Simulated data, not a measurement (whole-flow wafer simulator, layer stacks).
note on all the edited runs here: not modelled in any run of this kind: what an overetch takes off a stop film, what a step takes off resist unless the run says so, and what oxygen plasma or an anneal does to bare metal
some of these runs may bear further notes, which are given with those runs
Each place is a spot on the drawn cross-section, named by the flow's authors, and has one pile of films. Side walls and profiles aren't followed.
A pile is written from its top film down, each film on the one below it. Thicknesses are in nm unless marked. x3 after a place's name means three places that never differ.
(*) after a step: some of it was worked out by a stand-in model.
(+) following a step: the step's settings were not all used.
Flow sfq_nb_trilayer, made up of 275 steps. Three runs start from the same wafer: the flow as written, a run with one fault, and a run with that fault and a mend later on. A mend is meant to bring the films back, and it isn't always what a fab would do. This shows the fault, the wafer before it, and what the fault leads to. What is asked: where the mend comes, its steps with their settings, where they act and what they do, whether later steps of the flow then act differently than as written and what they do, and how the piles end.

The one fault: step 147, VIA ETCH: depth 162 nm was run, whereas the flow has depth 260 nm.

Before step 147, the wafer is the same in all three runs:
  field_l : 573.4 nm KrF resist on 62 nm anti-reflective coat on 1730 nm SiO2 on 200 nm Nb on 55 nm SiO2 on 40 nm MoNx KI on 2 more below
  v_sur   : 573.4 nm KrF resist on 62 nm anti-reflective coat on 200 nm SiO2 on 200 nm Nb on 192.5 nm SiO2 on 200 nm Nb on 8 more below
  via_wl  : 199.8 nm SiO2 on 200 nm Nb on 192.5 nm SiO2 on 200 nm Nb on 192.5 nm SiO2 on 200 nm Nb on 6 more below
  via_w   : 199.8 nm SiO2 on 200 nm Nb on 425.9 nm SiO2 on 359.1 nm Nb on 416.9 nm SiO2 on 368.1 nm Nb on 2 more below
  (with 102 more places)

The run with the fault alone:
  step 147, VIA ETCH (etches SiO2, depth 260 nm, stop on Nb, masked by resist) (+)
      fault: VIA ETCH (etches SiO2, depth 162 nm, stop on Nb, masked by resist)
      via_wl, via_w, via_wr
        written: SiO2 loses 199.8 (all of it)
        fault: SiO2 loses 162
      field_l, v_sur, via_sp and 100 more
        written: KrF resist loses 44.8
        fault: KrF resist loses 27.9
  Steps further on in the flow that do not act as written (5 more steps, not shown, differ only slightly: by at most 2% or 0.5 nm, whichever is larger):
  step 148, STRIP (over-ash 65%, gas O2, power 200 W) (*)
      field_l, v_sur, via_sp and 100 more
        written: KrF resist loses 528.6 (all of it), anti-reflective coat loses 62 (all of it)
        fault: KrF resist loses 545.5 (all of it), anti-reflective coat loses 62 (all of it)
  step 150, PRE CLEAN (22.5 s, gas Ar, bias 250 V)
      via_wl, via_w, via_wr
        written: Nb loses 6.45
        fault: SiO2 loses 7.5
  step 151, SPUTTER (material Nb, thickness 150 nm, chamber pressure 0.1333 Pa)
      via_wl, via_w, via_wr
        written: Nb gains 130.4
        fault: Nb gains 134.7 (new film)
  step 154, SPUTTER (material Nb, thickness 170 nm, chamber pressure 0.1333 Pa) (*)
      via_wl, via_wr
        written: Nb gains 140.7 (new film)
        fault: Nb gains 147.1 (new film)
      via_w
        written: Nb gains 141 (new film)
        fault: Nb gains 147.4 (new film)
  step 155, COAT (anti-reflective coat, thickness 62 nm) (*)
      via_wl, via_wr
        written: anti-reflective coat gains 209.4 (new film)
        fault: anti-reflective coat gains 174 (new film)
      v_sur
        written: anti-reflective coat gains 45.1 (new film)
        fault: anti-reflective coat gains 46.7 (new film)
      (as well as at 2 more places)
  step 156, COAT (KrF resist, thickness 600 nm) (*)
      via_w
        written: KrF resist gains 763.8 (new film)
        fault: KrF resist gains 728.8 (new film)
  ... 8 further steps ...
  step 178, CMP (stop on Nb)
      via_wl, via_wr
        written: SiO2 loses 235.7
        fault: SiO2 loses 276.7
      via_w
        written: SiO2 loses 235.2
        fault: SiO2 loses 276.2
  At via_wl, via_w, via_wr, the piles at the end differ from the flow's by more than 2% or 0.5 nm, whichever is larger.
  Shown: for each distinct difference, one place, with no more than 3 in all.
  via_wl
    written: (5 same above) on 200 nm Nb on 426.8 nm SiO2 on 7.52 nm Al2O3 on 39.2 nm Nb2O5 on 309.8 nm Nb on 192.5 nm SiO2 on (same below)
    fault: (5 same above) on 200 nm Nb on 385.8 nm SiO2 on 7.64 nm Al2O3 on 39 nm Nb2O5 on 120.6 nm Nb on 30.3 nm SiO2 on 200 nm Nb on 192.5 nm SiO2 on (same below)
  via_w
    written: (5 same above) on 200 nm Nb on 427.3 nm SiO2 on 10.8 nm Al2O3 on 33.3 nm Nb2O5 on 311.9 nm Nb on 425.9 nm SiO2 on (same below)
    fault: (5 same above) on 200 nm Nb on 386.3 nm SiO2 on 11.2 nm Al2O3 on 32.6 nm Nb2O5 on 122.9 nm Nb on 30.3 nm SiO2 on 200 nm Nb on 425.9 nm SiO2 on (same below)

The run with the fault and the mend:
  After step 148 comes the mend.
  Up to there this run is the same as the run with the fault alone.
  step 148a, COAT (anti-reflective coat, thickness 62 nm) (*) (the flow's step 140, run once more)
      p4_fl x3, p4_w1 x9, p4_g1 x2 and 63 more
        anti-reflective coat gains 62 (new film)
      be_r, r_sur, res and 6 more
        anti-reflective coat gains 61.7 (new film)
      jj_sur, ce_l, c5j, ce_r, sp_r
        anti-reflective coat gains 61.6 (new film)
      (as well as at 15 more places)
  step 148b, COAT (KrF resist, thickness 650 nm) (*) (the flow's step 141, run once more)
      p4_fl x3, p4_w1 x9, p4_g1 x2 and 63 more
        KrF resist gains 650 (new film)
      r_end, moat, field_r, lsp_l, ln_m5, lsp_r, l0_sur
        KrF resist gains 649.4 (new film)
      r_sur, res, l0v
        KrF resist gains 649.3 (new film)
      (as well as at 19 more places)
  step 148c, SOFTBAKE (KrF resist) (the flow's step 142, run once more)
      alters no film at any place that is followed
  step 148d, EXPOSE (photomask I4, dose 11.93 mJ/cm2, NA 0.6, wavelength 248 nm) (*) (the flow's step 143, run once more)
      alters no film at any place that is followed
  step 148e, PEB (KrF resist, 90 s) (the flow's step 144, run once more)
      ce_l, c5j, ce_r and 91 more
        KrF resist loses 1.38
      v_sur, wire, be, be_sur, gap, jj_sur
        KrF resist loses 1.37
      field_l, via_sp, via_v
        KrF resist loses 1.36
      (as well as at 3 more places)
  step 148f, DEVELOP (KrF resist, thickness 650 nm, 60 s) (the flow's step 145, run once more)
      field_l, v_sur, via_sp and 100 more
        KrF resist loses 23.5
      via_wl
        KrF resist loses 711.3 (all of it)
      via_w
        KrF resist loses 757 (all of it)
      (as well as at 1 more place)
  step 148g, VIA ETCH (etches anti-reflective coat, depth 125 nm, masked by resist) (+) (the flow's step 146, run once more)
      field_l, v_sur, via_sp and 100 more
        KrF resist loses 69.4
      via_wl, via_wr
        anti-reflective coat loses 125
      via_w
        anti-reflective coat loses 82.3 (all of it), SiO2 loses 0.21
  step 148h, VIA ETCH (etches SiO2, depth 98 nm, stop on Nb, masked by resist) (*) (+) (the flow's step 147, run once more with other settings)
      field_l, v_sur, via_sp and 100 more
        KrF resist loses 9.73
      via_wl
        anti-reflective coat loses 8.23 (all of it), SiO2 loses 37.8 (all of it)
      via_w
        SiO2 loses 37.6 (all of it)
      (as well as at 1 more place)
  step 148i, STRIP (over-ash 65%, gas O2, power 200 W) (*) (the flow's step 148, run once more)
      p4_fl x3, p4_w1 x9, p4_g1 x2 and 63 more
        KrF resist loses 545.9 (all of it), anti-reflective coat loses 62 (all of it)
      res, r_end, moat, field_r
        KrF resist loses 545.3 (all of it), anti-reflective coat loses 61.7 (all of it)
      lsp_l, ln_m5, lsp_m
        KrF resist loses 545.4 (all of it), anti-reflective coat loses 61.7 (all of it)
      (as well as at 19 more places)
  None of the later steps of the flow differs from how it acts as written, at any place that is followed, by more than 2% or 0.5 nm, whichever is larger.
  By the end, the piles equal the flow's at every place that both follow.
